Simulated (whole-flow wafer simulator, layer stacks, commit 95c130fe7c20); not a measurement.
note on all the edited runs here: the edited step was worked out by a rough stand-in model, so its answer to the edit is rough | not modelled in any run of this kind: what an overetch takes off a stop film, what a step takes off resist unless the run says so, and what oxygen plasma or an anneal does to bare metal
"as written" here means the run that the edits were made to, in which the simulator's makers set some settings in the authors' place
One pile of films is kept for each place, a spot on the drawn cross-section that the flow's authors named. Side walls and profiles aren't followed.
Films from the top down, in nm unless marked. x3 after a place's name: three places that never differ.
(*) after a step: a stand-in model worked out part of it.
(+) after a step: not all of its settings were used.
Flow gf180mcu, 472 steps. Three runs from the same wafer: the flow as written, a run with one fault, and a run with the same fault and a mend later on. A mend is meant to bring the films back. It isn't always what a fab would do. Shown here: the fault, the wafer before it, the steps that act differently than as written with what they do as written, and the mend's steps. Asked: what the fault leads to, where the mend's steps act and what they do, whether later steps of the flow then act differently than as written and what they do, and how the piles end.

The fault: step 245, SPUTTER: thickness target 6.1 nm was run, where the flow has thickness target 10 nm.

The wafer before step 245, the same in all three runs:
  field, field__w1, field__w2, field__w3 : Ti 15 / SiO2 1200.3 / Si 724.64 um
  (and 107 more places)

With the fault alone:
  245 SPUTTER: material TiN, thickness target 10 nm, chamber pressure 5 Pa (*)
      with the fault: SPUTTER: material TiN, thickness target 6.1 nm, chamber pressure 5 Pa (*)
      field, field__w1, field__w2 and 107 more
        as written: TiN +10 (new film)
        with the fault: TiN +6.1 (new film)
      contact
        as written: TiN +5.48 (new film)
        with the fault: TiN +3.35 (new film)
  Later steps of the flow that act differently than as written (1 more step differs only slightly, by at most 2% or 0.5 nm, whichever is larger, and isn't shown):
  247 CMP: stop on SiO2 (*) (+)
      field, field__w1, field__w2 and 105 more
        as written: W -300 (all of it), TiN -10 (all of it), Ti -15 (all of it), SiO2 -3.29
        with the fault: W -300 (all of it), TiN -6.1 (all of it), Ti -15 (all of it), SiO2 -3.25
  At the end the piles differ from the flow's by more than 2% or 0.5 nm, whichever is larger, at contact, polyc_n, polyc_p.
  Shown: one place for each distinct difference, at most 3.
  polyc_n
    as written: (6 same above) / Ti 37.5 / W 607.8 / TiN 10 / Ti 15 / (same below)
    with the fault: (6 same above) / Ti 37.5 / W 611.7 / TiN 6.1 / Ti 15 / (same below)
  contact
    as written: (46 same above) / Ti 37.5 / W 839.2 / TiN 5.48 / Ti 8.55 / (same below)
    with the fault: (46 same above) / Ti 37.5 / W 841.4 / TiN 3.35 / Ti 8.55 / (same below)

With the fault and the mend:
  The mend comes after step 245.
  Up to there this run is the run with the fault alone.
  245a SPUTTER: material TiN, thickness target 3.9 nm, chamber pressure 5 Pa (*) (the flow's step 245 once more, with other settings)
      field, field__w1, field__w2 and 107 more
        TiN +3.9
      contact
        TiN +2.13
  No later step of the flow acts differently than as written at any place that is followed.
  At the end the piles are the same as the flow's at every place that both follow.
